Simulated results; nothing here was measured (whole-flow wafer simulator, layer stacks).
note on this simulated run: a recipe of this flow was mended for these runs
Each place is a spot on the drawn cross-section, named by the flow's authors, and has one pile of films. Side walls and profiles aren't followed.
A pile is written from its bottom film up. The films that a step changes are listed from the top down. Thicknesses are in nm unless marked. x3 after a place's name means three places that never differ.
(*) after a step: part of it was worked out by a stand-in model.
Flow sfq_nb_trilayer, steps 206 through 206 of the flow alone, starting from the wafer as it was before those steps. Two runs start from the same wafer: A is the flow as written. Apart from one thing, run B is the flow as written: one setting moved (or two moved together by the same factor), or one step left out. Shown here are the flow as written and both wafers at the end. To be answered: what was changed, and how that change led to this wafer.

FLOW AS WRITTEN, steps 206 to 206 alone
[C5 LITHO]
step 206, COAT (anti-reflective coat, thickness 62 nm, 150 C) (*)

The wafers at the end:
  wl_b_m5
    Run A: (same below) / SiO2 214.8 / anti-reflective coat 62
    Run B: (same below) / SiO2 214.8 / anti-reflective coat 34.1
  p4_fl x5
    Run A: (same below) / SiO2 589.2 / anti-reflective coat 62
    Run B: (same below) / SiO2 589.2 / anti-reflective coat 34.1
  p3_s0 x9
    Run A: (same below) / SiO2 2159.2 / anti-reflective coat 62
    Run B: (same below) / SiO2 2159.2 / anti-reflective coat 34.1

The reason: step 206, COAT: thickness 34.1 nm was run, while the flow as written has thickness 62 nm.
The wafer lets one read it off: wl_b_m5 has anti-reflective coat 34.1, and step 206 as written asks for 62 nm.

Step by step, how the change led to this:
  step 206, COAT (anti-reflective coat, thickness 62 nm, 150 C) (*)
      p4_fl x5, p4_w1 x9, p3_s0 x9 and 41 more: A anti-reflective coat gains 62 (new film) | B anti-reflective coat gains 34.1 (new film)
      lsp_m, ln_m6: A anti-reflective coat gains 62.8 (new film) | B anti-reflective coat gains 34.6 (new film)
      (as well as at 40 more places)
